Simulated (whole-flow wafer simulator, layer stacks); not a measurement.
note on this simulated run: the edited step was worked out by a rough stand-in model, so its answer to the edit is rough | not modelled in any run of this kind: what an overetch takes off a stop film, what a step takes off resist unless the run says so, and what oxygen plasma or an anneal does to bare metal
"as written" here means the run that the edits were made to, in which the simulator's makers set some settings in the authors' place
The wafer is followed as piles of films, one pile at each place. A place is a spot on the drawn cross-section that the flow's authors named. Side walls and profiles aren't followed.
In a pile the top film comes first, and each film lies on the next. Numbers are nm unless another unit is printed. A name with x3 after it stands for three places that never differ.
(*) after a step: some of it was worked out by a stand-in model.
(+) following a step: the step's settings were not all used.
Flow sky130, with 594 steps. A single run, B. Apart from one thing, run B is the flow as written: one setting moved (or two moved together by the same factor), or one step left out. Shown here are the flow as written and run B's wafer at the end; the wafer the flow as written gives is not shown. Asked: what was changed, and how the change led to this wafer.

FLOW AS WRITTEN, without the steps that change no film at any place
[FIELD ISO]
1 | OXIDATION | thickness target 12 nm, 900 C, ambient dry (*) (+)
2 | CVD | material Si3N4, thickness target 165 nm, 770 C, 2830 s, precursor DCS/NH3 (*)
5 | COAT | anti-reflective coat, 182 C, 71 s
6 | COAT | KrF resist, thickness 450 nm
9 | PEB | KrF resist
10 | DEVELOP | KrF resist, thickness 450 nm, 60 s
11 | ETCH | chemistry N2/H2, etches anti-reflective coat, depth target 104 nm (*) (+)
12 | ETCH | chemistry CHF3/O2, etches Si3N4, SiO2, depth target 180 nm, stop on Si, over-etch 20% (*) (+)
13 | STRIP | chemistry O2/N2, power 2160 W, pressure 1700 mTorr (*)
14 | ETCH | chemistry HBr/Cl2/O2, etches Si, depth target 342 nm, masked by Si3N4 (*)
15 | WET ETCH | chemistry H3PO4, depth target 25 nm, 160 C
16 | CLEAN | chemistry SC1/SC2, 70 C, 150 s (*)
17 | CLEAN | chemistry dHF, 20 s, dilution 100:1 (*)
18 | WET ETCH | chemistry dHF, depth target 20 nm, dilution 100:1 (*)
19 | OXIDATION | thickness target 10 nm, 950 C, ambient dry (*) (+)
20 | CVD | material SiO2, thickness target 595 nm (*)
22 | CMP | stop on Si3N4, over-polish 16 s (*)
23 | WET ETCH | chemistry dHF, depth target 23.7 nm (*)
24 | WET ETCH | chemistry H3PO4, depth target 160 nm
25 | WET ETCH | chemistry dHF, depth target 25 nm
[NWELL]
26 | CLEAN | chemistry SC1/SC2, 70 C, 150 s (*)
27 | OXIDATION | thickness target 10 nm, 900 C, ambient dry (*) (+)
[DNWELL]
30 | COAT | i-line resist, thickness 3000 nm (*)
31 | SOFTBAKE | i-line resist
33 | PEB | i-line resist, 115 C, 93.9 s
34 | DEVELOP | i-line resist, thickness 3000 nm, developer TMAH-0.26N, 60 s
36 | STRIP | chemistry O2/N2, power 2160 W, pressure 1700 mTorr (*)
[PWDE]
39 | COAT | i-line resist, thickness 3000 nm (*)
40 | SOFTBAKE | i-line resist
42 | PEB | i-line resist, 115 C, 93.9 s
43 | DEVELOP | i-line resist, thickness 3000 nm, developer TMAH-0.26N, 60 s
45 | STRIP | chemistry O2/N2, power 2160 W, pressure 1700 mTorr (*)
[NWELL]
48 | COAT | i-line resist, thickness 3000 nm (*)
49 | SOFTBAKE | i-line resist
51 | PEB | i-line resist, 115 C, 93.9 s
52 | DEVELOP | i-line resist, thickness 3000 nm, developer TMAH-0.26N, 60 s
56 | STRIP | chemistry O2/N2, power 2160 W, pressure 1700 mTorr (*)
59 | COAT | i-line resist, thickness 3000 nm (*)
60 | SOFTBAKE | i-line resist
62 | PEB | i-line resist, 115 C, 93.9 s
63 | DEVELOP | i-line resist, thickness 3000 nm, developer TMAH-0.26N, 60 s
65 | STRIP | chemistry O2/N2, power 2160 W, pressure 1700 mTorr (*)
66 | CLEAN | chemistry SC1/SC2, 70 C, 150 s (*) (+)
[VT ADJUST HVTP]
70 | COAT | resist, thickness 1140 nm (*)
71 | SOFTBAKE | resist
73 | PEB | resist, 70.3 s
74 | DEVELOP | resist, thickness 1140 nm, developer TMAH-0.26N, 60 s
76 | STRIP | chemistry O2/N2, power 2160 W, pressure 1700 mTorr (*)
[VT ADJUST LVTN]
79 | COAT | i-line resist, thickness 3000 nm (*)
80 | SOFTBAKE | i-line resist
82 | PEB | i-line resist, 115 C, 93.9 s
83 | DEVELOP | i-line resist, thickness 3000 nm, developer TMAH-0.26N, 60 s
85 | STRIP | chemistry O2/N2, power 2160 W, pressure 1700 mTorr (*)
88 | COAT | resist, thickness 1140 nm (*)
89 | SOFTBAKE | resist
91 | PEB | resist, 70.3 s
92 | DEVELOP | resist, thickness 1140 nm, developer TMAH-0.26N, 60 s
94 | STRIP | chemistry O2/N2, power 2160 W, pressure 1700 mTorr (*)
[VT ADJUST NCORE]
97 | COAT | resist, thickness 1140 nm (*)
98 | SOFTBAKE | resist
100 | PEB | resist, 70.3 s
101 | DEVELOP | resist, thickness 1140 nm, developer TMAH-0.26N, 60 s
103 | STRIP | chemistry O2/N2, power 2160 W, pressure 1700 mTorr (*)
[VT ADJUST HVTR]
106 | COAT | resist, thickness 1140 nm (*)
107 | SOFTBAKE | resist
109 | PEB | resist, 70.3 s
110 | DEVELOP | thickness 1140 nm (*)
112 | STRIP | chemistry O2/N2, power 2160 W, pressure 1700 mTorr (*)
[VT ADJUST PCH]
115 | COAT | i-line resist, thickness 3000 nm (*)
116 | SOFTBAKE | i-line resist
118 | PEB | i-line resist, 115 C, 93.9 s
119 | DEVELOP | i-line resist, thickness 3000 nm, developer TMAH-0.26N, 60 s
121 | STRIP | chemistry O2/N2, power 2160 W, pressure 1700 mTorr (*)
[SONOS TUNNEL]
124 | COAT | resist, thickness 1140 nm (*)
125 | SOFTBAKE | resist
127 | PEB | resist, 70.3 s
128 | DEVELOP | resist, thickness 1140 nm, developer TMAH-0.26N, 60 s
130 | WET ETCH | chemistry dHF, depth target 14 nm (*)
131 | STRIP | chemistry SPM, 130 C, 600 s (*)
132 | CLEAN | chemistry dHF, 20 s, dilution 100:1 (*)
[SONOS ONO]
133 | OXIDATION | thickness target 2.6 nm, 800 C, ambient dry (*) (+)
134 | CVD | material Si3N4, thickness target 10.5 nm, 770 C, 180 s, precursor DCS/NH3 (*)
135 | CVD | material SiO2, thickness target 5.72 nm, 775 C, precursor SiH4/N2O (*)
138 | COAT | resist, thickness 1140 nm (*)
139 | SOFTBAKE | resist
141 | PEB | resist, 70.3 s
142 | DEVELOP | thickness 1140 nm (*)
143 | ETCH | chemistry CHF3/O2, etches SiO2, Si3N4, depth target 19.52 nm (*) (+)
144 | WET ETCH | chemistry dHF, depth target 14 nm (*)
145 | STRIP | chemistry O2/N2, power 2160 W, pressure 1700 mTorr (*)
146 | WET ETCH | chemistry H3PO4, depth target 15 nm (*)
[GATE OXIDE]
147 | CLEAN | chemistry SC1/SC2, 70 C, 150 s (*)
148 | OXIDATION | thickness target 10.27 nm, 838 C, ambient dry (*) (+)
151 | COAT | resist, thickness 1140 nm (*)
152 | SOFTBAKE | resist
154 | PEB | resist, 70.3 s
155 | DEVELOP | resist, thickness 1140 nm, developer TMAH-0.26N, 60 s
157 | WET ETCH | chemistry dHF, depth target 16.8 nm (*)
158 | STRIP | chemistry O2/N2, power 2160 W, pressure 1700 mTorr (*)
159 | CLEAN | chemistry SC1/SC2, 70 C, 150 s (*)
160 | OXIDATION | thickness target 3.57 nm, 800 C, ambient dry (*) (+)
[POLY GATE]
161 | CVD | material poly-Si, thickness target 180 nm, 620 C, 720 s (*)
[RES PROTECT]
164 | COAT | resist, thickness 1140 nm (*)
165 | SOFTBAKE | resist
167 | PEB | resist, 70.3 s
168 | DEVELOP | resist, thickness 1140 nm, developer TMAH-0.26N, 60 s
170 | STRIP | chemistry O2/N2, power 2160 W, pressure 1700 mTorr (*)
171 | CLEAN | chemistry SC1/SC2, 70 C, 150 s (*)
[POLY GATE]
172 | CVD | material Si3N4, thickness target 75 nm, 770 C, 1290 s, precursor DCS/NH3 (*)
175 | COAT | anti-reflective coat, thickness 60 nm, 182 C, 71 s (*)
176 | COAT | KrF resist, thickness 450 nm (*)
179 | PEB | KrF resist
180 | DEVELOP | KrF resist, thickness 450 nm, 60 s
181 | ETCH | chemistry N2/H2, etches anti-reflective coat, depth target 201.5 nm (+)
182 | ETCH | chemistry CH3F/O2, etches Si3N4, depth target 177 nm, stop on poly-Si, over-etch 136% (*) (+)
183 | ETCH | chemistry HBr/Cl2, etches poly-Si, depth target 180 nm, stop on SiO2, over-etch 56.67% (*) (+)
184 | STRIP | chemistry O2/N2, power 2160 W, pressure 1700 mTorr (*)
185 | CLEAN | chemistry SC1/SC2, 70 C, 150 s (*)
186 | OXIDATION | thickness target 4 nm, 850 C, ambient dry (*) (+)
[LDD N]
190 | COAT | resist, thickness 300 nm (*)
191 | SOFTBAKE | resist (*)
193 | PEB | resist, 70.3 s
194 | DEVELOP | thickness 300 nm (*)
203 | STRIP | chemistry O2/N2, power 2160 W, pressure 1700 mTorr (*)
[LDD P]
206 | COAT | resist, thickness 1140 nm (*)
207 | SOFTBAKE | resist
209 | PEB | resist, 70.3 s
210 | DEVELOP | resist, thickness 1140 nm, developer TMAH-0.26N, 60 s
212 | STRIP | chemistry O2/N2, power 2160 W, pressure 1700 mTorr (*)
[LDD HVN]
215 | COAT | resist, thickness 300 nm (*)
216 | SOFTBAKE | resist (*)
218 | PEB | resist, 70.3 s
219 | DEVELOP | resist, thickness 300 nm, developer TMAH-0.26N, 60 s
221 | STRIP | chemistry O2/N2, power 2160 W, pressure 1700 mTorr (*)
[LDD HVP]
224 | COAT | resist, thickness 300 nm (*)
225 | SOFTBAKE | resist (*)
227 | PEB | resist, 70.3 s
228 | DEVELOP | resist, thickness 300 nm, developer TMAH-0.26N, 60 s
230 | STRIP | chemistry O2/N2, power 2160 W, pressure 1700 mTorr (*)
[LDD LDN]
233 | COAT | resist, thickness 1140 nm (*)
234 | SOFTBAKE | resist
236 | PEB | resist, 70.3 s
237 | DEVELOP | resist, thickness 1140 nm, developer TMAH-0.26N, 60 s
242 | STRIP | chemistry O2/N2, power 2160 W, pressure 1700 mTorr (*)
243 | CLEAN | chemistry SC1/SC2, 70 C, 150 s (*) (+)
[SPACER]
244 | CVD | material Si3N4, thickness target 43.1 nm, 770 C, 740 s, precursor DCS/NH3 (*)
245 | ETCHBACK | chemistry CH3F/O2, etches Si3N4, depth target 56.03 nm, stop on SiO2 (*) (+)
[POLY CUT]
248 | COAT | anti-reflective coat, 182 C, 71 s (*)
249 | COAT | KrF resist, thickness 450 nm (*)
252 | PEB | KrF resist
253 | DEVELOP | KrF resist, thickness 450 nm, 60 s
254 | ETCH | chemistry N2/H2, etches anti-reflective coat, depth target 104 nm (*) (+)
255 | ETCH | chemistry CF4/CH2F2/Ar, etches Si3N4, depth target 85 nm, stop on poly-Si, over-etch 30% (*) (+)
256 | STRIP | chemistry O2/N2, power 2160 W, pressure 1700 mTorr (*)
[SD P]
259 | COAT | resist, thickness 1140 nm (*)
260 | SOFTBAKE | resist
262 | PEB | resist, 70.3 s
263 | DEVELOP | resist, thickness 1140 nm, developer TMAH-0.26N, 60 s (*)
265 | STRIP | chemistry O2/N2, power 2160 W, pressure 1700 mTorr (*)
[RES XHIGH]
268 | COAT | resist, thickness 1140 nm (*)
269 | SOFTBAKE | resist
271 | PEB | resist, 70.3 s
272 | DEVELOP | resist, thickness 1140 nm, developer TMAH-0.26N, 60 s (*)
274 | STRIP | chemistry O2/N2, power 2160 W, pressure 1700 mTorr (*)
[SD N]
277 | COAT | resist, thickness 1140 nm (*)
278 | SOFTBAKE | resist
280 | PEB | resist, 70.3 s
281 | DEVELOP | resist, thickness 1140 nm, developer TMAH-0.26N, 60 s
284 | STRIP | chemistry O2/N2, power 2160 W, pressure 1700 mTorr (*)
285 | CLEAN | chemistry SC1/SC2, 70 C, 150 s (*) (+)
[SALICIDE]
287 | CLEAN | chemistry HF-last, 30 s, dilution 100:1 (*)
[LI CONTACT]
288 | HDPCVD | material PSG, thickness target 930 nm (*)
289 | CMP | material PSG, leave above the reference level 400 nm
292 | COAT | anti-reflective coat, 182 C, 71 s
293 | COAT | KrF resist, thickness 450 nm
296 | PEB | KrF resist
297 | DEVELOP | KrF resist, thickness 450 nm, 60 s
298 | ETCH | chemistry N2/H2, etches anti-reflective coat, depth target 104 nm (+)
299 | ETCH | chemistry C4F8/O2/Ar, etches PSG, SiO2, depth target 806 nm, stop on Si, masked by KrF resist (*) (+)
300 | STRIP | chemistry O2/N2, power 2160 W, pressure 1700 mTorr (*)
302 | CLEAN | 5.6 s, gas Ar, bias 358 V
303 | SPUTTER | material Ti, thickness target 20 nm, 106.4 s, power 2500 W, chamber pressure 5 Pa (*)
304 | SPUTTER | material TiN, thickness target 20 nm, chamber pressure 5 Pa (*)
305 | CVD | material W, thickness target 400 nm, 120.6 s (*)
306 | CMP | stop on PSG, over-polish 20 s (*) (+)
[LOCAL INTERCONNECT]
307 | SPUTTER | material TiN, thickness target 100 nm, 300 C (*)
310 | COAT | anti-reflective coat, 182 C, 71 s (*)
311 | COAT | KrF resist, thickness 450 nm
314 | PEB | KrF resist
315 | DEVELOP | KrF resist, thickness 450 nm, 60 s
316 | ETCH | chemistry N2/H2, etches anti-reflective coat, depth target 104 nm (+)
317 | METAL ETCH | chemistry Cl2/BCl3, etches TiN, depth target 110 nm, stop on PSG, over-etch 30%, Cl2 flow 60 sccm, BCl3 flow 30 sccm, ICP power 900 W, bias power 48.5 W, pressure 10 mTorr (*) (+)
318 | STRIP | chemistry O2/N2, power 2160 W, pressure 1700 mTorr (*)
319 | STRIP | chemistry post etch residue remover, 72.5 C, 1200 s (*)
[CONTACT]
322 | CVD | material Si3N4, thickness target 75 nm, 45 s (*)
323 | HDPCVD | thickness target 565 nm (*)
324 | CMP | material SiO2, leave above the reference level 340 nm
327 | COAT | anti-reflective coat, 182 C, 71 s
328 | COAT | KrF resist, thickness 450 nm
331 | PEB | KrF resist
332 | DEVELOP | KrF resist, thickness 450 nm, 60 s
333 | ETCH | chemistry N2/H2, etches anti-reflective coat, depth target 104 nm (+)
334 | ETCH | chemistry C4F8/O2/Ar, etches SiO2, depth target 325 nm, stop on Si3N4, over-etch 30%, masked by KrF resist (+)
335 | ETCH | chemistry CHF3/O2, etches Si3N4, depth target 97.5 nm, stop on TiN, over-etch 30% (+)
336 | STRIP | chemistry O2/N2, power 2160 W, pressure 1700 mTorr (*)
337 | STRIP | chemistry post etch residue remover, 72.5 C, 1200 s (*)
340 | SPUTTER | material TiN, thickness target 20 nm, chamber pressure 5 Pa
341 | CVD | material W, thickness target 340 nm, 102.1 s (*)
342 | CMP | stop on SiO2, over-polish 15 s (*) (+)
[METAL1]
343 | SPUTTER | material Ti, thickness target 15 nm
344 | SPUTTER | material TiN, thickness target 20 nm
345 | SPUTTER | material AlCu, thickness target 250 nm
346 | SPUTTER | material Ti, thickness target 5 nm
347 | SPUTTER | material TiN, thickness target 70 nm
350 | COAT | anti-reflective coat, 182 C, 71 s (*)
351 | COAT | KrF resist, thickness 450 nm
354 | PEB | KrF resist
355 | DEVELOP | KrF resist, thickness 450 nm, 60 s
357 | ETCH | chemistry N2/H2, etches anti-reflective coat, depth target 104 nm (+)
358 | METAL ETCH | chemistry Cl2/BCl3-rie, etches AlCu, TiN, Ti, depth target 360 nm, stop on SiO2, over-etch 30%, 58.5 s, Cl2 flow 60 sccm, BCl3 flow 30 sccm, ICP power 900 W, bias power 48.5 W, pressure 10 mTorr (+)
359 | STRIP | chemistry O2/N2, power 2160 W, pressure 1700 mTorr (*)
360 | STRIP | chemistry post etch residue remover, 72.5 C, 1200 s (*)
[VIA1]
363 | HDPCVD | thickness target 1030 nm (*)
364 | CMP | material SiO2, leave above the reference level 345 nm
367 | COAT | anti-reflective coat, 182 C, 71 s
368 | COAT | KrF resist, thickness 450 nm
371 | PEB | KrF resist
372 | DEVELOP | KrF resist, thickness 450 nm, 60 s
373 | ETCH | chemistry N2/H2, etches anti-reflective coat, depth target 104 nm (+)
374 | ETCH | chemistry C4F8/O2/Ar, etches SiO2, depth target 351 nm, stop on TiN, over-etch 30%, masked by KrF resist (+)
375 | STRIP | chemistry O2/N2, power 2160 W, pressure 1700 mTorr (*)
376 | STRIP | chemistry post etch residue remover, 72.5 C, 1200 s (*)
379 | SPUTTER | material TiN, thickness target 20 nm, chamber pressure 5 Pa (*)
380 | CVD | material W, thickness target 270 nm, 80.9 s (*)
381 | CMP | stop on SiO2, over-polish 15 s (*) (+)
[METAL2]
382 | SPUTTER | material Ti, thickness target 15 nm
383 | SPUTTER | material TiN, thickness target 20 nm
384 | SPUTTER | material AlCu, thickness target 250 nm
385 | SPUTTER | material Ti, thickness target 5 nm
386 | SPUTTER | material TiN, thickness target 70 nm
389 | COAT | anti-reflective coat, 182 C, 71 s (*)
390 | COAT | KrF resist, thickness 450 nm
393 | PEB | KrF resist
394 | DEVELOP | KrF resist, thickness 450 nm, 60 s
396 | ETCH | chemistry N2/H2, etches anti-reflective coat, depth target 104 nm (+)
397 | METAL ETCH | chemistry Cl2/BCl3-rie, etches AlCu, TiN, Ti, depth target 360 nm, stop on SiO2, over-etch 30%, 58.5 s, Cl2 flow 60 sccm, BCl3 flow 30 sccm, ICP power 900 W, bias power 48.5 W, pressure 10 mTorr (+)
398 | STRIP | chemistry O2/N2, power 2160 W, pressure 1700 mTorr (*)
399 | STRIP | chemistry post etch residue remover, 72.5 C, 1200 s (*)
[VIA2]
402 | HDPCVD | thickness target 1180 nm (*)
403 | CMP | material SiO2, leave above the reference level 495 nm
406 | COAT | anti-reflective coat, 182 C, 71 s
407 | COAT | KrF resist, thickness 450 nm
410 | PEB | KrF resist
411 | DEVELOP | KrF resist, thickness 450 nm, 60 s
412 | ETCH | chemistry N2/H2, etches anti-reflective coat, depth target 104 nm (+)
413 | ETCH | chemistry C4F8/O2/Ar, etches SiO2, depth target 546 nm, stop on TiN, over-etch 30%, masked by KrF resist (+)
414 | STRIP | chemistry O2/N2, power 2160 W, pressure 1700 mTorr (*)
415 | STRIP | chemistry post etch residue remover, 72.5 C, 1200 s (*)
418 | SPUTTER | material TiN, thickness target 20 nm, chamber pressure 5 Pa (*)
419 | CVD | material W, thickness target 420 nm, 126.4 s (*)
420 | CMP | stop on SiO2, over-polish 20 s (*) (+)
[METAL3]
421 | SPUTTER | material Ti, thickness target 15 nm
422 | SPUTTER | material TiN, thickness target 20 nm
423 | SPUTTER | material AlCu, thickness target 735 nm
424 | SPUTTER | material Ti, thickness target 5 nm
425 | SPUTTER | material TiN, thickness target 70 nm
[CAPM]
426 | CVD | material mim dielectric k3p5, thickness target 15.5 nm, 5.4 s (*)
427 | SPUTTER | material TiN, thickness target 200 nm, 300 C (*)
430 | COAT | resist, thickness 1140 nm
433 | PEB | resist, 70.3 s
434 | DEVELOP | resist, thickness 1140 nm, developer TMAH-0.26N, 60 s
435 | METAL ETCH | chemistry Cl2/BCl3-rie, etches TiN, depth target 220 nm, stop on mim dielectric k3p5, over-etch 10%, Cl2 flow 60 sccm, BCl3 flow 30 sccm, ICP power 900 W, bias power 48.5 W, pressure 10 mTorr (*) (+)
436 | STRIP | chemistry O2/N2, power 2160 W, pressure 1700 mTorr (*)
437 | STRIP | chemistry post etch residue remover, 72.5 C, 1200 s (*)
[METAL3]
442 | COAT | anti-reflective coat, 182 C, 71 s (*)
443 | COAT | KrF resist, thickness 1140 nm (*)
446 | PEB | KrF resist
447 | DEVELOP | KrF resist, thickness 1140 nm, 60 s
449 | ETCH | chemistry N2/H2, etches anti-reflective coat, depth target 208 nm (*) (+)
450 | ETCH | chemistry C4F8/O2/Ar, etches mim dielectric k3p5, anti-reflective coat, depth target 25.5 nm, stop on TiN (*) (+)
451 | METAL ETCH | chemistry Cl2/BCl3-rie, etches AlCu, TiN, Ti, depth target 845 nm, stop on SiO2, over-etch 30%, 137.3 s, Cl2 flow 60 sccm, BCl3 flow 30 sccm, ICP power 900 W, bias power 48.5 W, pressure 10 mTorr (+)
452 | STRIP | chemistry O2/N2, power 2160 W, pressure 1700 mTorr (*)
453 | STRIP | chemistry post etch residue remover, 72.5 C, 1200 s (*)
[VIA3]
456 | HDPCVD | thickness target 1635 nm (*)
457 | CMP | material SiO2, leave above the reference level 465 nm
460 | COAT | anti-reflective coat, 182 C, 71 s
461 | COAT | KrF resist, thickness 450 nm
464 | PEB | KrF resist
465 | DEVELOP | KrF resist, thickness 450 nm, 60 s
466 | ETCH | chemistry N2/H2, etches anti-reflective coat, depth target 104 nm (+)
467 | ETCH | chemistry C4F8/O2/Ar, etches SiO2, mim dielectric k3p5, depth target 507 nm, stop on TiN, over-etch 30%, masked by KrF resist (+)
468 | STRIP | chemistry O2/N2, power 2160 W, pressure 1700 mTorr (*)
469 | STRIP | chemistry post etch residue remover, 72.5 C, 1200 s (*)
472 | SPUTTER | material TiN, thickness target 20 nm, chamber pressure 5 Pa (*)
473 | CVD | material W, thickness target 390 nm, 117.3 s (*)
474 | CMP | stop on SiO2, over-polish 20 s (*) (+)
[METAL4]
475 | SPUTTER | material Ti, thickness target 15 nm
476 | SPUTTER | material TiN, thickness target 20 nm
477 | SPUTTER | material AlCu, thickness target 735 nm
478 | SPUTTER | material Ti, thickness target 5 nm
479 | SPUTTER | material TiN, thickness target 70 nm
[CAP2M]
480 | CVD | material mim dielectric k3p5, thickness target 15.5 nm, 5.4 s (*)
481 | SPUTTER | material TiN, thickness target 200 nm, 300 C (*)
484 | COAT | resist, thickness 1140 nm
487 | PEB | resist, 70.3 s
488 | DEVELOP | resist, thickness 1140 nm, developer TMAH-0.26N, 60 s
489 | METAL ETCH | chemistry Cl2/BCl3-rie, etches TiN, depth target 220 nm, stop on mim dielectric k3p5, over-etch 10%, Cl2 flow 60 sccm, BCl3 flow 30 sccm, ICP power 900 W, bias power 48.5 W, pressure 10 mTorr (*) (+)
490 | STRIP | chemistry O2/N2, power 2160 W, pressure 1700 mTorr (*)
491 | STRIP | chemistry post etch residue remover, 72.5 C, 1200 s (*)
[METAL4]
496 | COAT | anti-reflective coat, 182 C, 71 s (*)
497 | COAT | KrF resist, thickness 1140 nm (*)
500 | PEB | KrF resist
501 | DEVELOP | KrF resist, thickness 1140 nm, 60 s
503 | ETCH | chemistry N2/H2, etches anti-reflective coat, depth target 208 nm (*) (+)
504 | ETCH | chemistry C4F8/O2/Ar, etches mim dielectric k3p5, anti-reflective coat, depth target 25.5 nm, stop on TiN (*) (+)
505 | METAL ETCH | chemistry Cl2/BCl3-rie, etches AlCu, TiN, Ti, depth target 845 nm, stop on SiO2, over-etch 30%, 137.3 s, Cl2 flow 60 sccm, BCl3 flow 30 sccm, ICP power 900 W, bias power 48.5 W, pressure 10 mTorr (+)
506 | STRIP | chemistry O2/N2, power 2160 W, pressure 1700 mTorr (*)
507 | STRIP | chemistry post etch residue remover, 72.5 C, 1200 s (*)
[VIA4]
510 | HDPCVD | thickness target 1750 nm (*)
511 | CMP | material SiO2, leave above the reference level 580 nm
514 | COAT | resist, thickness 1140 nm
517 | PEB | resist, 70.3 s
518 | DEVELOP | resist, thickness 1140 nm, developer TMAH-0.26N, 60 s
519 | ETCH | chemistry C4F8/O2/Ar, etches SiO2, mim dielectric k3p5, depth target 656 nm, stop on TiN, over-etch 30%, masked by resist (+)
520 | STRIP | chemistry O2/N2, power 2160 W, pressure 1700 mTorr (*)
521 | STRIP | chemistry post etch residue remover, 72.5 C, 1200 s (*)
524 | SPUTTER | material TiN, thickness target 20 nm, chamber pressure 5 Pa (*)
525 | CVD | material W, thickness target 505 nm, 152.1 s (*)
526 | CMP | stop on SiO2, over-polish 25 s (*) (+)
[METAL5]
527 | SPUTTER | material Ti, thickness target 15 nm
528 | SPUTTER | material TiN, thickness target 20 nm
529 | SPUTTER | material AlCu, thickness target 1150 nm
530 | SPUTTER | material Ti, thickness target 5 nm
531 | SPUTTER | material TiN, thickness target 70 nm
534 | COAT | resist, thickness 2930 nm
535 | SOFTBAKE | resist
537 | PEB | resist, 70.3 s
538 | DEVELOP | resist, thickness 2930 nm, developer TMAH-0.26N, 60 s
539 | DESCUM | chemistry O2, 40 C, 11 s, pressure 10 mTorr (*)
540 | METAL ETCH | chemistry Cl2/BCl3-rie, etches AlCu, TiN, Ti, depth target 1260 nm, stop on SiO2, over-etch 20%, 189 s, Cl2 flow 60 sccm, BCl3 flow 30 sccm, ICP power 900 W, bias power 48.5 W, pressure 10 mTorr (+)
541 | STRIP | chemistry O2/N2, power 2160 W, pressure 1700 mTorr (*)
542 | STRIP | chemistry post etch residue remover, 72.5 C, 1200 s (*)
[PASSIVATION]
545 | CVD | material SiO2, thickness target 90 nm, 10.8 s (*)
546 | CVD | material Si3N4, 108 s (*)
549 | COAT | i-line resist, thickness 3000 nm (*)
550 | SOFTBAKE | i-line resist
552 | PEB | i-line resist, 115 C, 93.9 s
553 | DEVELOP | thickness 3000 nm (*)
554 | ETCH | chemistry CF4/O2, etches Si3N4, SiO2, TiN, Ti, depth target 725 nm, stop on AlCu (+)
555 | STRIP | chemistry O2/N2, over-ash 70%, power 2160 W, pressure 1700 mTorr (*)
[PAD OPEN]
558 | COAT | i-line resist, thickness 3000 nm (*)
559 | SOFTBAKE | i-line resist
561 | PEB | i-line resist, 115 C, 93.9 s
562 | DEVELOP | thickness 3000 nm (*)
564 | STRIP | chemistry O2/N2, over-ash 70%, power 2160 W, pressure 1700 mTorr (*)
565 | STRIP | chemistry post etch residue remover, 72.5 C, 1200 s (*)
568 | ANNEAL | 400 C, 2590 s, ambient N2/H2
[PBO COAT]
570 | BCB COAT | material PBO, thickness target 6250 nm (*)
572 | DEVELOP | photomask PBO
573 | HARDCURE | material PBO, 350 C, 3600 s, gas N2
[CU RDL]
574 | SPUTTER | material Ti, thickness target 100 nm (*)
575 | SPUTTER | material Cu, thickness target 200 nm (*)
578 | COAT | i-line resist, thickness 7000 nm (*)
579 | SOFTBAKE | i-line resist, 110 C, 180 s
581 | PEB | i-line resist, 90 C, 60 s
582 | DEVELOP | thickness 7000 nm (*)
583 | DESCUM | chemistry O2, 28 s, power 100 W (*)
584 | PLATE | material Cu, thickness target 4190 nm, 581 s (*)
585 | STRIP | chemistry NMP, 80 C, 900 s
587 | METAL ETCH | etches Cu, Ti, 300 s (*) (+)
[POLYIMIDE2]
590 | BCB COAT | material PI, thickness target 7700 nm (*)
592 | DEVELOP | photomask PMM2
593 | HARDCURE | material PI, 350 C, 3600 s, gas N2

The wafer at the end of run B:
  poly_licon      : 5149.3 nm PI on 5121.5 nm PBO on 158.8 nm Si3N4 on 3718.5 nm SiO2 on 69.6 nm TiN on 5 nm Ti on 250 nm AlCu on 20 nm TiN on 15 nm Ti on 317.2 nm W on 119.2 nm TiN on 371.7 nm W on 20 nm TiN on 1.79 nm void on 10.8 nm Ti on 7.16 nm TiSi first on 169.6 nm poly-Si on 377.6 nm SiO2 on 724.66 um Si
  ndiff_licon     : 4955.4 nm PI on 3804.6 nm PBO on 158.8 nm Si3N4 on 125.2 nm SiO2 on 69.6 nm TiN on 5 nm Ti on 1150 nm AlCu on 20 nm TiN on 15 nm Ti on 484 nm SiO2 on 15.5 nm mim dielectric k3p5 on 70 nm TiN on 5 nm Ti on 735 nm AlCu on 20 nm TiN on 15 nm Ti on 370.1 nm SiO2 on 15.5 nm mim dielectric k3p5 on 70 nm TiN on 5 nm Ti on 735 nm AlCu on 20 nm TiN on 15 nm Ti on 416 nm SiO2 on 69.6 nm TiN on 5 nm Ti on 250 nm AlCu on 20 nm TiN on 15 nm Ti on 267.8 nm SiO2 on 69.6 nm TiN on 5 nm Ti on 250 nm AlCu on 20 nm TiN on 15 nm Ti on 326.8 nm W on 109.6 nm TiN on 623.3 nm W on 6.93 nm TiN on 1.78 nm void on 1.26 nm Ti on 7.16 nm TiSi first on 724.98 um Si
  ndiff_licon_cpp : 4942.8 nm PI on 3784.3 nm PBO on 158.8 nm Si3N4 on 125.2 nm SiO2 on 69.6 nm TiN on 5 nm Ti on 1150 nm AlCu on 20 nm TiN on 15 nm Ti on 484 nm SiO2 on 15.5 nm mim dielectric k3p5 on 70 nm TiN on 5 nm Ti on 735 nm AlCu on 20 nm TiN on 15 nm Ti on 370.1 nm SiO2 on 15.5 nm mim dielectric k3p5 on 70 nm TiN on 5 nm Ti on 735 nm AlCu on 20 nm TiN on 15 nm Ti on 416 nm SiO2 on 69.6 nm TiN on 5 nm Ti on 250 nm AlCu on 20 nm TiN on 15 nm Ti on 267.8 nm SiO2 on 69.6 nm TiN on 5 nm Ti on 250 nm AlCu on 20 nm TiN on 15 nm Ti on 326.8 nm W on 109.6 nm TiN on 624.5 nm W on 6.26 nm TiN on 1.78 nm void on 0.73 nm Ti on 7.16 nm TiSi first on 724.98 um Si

What caused this: step 303, SPUTTER: 79.78 s was run, while the flow as written has 106.4 s.

How this came from the change, step by step:
  303 | SPUTTER | material Ti, thickness target 20 nm, 106.4 s, power 2500 W, chamber pressure 5 Pa (*)
      field, active, n_well and 185 more: Ti gains 15 (new film) (in the flow as written it would be: Ti gains 20 (new film))
      ndiff_licon: Ti gains 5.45 (new film) (in the flow as written it would be: Ti gains 7.24 (new film))
      (as well as at 2 more places)
  306 | CMP | stop on PSG, over-polish 20 s (*) (+)
      field, active, n_well and 184 more: W loses 400 (all of it), TiN loses 20 (all of it), Ti loses 15 (all of it), PSG loses 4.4 (in the flow as written it would be: W loses 400 (all of it), TiN loses 20 (all of it), Ti loses 20 (all of it), PSG loses 4.4)
      poly_licon: W loses 28.3 (in the flow as written it would be: W loses 33.3)
